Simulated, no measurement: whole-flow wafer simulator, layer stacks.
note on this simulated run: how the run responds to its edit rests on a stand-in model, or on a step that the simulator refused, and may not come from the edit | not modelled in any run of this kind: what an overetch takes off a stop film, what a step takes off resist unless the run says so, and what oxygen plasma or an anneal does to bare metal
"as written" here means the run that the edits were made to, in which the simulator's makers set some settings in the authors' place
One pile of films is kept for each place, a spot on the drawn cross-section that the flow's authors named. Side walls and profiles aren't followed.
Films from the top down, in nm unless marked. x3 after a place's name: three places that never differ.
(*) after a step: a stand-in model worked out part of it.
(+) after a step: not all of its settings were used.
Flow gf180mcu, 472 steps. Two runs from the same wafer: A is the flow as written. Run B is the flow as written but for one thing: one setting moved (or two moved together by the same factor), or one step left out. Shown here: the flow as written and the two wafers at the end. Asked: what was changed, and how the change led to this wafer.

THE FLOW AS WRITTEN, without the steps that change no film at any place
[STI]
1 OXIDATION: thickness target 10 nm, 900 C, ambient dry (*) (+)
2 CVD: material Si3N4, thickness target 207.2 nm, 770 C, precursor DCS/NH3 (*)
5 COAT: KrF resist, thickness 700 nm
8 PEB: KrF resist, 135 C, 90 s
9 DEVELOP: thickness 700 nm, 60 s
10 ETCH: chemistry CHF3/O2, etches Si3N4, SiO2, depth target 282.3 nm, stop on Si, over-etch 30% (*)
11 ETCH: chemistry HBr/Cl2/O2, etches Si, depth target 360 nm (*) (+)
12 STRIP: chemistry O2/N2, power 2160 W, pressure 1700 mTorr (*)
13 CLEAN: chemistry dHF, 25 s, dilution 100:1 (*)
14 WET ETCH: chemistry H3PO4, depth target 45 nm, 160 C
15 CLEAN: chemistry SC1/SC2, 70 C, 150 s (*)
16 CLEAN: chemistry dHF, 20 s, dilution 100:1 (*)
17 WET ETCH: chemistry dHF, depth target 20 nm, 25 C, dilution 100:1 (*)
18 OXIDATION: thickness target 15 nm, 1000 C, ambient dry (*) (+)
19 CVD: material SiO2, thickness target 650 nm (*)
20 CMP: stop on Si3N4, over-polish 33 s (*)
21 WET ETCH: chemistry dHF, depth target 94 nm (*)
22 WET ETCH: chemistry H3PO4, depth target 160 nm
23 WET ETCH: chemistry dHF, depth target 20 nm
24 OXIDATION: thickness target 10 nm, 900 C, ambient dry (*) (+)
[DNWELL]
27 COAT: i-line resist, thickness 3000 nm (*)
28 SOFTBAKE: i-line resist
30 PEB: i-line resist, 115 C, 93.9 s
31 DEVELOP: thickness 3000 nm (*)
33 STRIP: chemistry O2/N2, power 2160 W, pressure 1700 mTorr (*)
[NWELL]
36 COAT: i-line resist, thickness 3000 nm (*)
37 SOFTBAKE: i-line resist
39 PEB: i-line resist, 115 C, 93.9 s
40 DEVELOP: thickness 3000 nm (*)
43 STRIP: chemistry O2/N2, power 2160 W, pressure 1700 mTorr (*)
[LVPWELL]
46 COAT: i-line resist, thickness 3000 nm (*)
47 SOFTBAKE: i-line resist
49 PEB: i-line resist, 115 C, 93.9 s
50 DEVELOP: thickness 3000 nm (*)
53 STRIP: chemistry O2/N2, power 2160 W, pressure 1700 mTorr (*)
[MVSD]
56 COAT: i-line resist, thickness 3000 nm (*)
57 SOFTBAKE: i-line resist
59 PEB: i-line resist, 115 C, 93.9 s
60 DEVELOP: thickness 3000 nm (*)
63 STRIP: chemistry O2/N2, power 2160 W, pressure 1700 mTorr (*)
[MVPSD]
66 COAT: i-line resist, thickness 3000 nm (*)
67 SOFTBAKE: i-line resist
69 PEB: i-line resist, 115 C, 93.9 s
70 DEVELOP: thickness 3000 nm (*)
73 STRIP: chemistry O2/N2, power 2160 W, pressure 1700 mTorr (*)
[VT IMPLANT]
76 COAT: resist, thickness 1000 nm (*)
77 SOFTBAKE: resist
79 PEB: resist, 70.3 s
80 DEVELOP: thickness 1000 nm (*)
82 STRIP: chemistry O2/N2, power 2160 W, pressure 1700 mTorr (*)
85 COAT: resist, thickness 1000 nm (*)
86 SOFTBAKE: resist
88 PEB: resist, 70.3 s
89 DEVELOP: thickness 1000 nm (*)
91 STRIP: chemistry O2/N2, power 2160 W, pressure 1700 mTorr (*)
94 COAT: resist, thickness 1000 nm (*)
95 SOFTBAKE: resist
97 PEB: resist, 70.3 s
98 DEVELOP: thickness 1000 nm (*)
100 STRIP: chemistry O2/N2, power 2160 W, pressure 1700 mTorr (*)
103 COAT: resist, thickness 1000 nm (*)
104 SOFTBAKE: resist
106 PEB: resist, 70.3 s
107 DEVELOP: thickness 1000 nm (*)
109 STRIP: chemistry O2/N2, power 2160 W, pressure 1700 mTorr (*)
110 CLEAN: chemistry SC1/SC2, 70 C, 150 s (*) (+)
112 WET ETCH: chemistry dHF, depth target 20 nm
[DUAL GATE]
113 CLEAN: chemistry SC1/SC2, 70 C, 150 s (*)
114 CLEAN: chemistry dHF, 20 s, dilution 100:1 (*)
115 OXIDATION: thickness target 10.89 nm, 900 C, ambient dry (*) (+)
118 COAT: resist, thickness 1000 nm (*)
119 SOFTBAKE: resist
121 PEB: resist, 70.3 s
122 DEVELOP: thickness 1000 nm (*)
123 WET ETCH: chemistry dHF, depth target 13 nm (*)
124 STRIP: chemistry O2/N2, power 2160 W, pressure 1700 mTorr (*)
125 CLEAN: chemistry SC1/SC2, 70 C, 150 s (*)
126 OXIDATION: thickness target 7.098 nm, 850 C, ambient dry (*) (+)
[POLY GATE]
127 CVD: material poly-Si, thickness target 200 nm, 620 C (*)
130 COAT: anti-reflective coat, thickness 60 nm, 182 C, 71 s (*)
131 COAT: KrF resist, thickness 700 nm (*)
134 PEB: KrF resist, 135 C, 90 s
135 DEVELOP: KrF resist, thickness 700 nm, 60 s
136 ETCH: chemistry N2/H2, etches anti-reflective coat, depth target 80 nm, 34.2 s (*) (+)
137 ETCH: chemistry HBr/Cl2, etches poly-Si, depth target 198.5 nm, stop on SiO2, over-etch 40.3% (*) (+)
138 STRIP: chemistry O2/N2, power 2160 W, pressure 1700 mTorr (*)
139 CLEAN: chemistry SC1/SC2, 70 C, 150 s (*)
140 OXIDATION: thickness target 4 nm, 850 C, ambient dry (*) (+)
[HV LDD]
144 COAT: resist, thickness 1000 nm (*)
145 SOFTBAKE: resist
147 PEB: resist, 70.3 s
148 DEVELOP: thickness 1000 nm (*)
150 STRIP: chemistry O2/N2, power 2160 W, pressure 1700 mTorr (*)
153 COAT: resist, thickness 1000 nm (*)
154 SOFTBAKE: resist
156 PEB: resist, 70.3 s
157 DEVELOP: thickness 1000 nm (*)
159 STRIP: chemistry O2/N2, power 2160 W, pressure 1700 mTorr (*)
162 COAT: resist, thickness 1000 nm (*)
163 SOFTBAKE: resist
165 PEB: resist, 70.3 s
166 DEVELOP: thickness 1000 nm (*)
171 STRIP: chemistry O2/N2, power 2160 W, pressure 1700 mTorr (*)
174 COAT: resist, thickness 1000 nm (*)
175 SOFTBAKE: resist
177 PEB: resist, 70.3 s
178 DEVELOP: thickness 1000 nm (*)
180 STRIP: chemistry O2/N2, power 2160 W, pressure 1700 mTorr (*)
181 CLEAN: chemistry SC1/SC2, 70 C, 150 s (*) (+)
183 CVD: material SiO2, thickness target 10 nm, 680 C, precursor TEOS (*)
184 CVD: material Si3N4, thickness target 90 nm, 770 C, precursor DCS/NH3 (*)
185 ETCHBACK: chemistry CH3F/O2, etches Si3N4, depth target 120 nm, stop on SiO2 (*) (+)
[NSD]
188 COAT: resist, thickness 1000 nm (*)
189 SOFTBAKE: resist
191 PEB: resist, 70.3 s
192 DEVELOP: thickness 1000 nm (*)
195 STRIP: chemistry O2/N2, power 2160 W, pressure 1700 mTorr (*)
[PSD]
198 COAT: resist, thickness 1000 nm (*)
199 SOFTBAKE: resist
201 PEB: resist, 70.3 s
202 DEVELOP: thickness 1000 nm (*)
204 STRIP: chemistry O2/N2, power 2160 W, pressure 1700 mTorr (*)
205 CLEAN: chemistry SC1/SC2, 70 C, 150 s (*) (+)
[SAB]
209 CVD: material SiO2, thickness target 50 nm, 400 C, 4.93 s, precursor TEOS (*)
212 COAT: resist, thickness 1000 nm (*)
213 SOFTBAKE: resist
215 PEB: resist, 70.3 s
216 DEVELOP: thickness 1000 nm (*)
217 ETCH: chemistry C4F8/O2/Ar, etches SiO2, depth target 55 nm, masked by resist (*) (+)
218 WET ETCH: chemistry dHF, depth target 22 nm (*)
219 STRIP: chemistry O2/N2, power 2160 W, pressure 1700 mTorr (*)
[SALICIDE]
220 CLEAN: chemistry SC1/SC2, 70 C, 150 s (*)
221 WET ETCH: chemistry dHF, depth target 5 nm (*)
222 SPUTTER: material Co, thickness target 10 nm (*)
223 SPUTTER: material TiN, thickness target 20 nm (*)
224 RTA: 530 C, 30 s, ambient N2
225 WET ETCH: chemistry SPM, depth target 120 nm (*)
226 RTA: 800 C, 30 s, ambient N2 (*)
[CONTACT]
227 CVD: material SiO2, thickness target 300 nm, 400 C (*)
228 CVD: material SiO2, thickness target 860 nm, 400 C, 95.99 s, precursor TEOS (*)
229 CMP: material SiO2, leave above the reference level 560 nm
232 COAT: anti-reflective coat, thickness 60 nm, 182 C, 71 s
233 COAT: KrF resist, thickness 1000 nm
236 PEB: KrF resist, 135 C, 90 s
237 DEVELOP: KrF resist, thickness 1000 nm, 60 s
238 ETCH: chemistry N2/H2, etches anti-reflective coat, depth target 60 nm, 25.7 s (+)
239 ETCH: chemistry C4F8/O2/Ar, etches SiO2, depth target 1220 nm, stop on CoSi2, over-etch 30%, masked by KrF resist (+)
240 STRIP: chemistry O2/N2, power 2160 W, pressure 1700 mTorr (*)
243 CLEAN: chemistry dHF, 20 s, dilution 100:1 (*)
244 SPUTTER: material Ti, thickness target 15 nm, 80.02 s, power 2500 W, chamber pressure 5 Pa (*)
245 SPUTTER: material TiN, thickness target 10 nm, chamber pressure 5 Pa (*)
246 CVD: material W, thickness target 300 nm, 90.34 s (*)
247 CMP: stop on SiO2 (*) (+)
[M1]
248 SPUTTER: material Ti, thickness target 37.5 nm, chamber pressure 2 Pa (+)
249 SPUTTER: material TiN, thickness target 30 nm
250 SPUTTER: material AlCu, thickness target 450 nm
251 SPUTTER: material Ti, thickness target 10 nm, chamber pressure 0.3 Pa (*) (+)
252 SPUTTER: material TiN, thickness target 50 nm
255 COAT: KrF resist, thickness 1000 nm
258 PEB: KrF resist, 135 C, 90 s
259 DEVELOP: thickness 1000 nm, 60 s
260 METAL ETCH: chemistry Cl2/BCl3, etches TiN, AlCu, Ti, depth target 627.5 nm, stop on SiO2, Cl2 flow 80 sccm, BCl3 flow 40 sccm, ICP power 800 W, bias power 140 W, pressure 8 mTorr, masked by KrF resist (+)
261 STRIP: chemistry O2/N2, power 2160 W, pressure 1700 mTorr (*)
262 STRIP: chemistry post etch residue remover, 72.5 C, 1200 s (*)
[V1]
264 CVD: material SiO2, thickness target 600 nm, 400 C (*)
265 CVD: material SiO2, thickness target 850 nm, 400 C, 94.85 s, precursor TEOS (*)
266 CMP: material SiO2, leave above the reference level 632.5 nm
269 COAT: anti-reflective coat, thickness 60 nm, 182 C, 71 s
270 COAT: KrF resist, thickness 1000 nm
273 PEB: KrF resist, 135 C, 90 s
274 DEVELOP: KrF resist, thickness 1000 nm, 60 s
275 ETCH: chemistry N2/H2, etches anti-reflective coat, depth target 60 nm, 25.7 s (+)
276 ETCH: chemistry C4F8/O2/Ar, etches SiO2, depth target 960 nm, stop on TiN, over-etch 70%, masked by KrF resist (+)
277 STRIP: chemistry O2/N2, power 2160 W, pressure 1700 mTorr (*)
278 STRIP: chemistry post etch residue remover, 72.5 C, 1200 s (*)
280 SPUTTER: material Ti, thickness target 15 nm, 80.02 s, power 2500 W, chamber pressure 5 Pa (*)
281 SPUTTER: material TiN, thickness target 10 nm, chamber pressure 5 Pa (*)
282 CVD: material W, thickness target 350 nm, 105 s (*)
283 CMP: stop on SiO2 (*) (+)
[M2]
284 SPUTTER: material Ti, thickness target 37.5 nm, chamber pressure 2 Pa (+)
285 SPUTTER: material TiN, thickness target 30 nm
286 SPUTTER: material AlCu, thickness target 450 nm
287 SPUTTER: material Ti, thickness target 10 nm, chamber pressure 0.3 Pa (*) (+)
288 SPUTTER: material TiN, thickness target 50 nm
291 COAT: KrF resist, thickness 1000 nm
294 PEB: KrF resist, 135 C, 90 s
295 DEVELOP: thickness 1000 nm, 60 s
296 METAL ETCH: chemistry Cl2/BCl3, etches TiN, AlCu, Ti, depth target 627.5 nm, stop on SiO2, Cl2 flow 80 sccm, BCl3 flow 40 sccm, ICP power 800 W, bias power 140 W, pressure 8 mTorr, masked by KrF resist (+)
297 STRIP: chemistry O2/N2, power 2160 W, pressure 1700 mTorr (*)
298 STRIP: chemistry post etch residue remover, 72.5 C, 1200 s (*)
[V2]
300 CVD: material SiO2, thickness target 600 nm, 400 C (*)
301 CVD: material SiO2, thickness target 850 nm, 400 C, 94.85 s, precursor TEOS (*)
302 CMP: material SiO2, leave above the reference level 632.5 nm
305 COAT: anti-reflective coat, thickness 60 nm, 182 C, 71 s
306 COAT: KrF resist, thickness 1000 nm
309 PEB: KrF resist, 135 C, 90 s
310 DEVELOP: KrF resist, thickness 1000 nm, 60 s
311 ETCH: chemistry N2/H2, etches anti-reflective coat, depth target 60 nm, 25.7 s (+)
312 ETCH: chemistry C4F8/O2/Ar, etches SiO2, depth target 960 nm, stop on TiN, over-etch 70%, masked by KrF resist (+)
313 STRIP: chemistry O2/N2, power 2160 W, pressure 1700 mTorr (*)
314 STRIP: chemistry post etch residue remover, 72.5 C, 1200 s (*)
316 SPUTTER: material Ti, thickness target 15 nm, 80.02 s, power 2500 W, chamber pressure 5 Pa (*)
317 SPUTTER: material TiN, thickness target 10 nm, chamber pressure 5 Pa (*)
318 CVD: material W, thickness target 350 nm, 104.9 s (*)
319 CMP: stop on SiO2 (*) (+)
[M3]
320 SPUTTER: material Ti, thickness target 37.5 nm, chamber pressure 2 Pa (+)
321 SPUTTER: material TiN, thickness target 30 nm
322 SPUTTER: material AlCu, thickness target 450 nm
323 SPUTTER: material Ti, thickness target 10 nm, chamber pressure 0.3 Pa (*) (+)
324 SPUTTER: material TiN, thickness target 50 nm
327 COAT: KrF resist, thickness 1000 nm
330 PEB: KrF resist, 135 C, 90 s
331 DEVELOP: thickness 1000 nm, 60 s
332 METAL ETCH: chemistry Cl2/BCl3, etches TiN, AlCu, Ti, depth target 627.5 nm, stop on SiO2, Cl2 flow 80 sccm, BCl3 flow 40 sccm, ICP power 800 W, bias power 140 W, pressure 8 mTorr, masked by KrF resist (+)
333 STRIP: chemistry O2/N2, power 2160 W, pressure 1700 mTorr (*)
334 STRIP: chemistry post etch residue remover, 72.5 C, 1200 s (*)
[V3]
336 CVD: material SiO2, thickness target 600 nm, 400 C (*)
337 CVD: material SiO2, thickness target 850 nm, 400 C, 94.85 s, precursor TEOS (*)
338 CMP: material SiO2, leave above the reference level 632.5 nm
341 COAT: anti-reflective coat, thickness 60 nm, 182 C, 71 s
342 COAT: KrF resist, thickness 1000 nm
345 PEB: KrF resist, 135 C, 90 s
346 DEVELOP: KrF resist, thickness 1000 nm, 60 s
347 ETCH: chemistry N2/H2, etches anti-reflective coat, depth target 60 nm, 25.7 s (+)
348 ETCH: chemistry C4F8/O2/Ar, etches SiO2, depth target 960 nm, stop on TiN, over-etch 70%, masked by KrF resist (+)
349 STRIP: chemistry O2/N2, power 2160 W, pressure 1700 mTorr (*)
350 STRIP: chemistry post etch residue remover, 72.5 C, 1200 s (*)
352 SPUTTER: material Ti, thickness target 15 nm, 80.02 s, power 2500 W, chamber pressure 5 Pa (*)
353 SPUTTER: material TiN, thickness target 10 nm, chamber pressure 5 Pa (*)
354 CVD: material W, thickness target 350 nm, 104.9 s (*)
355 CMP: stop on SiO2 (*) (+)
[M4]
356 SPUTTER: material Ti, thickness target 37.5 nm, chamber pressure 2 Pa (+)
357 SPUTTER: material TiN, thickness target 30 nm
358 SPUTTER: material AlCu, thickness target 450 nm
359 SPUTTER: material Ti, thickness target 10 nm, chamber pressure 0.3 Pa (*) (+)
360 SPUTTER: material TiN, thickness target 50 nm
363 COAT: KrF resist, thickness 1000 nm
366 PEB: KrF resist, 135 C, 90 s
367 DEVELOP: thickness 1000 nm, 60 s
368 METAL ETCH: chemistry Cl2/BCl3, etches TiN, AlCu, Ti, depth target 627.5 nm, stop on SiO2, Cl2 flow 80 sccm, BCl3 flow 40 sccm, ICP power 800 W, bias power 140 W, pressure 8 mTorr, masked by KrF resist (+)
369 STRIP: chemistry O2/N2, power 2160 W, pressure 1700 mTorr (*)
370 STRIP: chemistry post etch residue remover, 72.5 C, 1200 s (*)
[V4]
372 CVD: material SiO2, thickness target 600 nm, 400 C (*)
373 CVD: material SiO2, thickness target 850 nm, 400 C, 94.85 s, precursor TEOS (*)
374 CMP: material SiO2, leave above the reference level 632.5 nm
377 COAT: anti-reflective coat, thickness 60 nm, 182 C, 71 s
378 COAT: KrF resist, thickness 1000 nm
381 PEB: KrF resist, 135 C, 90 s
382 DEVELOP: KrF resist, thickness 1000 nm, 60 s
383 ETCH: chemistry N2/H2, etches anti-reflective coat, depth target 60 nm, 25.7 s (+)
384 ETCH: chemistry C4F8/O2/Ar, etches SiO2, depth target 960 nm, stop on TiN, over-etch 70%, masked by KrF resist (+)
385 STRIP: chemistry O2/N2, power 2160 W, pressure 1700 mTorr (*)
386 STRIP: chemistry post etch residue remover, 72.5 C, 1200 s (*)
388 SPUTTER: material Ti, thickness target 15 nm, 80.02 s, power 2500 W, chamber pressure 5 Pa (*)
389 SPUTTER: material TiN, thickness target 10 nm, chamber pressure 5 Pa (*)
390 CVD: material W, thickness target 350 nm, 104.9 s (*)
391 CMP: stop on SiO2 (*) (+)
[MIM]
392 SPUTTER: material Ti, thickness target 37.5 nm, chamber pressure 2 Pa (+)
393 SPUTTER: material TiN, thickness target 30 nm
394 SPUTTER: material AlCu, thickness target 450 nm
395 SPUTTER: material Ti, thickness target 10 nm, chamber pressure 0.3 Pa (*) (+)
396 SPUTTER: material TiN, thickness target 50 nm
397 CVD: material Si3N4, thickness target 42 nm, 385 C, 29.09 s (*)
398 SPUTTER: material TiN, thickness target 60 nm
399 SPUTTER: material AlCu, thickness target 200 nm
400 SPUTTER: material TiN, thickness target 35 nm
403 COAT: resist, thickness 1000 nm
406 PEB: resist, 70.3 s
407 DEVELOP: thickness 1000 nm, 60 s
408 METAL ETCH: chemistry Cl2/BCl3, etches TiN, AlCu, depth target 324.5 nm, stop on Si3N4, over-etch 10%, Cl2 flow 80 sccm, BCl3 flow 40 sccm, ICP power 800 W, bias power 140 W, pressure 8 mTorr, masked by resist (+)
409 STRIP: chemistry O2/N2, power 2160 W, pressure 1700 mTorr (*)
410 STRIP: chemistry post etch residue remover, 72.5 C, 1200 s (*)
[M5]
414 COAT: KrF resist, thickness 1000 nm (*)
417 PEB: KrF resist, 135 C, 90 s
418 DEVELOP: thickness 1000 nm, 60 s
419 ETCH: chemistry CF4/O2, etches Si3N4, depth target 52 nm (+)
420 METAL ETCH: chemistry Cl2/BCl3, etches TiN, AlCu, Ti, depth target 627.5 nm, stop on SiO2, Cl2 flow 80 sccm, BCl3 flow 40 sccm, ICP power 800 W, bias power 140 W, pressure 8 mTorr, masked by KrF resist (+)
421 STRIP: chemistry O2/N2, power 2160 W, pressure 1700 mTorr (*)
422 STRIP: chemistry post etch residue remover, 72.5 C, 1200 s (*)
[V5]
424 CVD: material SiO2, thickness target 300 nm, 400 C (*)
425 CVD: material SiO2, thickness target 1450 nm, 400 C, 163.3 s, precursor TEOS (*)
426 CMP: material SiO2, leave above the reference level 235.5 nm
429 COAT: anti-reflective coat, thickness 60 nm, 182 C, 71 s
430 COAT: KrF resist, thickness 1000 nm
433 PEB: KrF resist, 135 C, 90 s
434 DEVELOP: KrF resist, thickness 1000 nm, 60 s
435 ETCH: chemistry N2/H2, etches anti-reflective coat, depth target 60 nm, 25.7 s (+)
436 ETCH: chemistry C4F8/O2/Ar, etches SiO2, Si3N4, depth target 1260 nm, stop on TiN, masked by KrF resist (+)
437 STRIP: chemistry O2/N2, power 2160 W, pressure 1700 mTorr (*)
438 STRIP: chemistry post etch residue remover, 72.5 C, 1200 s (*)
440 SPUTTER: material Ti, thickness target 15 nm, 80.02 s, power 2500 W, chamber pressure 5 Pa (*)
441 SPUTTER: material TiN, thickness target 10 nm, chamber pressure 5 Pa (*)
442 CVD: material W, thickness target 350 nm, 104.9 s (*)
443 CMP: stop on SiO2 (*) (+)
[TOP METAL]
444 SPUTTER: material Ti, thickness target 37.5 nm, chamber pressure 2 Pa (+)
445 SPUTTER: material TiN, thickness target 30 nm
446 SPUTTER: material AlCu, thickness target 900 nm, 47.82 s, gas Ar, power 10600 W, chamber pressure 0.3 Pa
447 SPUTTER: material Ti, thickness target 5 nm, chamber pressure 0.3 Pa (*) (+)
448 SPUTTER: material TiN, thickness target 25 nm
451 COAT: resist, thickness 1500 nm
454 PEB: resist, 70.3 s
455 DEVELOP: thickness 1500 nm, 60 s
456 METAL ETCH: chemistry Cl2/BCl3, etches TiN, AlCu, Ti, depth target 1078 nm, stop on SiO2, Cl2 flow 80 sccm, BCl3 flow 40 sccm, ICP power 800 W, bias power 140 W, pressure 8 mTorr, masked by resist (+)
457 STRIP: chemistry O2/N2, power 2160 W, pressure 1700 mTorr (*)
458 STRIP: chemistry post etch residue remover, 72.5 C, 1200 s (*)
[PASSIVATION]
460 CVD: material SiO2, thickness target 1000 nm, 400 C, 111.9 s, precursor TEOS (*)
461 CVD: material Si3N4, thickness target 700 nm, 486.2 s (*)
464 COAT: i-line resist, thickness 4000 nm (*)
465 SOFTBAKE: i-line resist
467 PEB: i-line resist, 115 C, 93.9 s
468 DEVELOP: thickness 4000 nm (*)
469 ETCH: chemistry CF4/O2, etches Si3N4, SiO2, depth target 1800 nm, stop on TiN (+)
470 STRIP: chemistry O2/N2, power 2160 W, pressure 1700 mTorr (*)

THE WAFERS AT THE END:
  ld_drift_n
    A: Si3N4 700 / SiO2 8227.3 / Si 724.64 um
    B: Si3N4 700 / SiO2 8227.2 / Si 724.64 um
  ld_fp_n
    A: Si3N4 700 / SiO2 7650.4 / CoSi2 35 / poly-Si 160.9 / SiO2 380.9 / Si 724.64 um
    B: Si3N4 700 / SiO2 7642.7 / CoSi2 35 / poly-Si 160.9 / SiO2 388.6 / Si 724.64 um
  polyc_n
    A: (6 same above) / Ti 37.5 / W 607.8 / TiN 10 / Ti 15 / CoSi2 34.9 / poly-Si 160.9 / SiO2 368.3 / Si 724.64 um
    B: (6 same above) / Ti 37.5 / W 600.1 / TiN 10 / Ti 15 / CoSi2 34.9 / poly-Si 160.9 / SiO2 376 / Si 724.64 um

The cause: step 112, WET ETCH: depth target 13 nm was run, where the flow has depth target 20 nm.

How the change led to this, step by step:
  112 WET ETCH: chemistry dHF, depth target 20 nm
      field, field__w2, field__w3 and 43 more: A SiO2 -22 | B SiO2 -14.3
  130 COAT: anti-reflective coat, thickness 60 nm, 182 C, 71 s (*)
      p_well, spacer, sd_n: A anti-reflective coat +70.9 (new film) | B anti-reflective coat +78.2 (new film)
      field: A anti-reflective coat +61.5 (new film) | B anti-reflective coat +59 (new film)
      (and at 66 more places)
  136 ETCH: chemistry N2/H2, etches anti-reflective coat, depth target 80 nm, 34.2 s (*) (+)
      p_well, spacer, sd_n: A anti-reflective coat -70.9 (all of it), poly-Si -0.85 | B anti-reflective coat -78.2 (all of it), poly-Si -0.66
      field: A anti-reflective coat -61.5 (all of it), poly-Si -1.09 | B anti-reflective coat -59 (all of it), poly-Si -1.15
      (and at 47 more places)
  138 STRIP: chemistry O2/N2, power 2160 W, pressure 1700 mTorr (*)
      gate: A chemical SiO2 +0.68 (new film), KrF resist -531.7 (all of it), anti-reflective coat -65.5 (all of it), poly-Si -0.3 | B chemical SiO2 +0.68 (new film), KrF resist -532 (all of it), anti-reflective coat -68.8 (all of it), poly-Si -0.3
      gate_p: A chemical SiO2 +0.68 (new film), KrF resist -530.6 (all of it), anti-reflective coat -65.9 (all of it), poly-Si -0.3 | B chemical SiO2 +0.68 (new film), KrF resist -530.7 (all of it), anti-reflective coat -69.7 (all of it), poly-Si -0.3
      (and at 17 more places)
  189 SOFTBAKE: resist
      active_hv: A resist +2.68 | B resist -0.45
      active_nat: A resist +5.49 | B resist +9.3
  199 SOFTBAKE: resist
      active_hv: A resist +2.68 | B resist -0.45
      active_nat: A resist +5.49 | B resist +9.3
  218 WET ETCH: chemistry dHF, depth target 22 nm (*)
      active: A SiO2 -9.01 (all of it) | B SiO2 -8.1 (all of it)
  226 RTA: 800 C, 30 s, ambient N2 (*)
      ld_sd_n: A CoSi2 +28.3 (new film), CoSi -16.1 (all of it), Si -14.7 | B CoSi2 +27.7 (new film), CoSi -15.8 (all of it), Si -14.4
  229 CMP: material SiO2, leave above the reference level 560 nm
      ldn_sep__w1, ldn_sep__w2, ldn_dft and 8 more: A SiO2 -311 | B SiO2 -318.7
      sti, mim_1p0, pad, dice_street, iso_nw_fld, iso_fld_sub: A SiO2 -296.8 | B SiO2 -304.5
      (and at 40 more places)
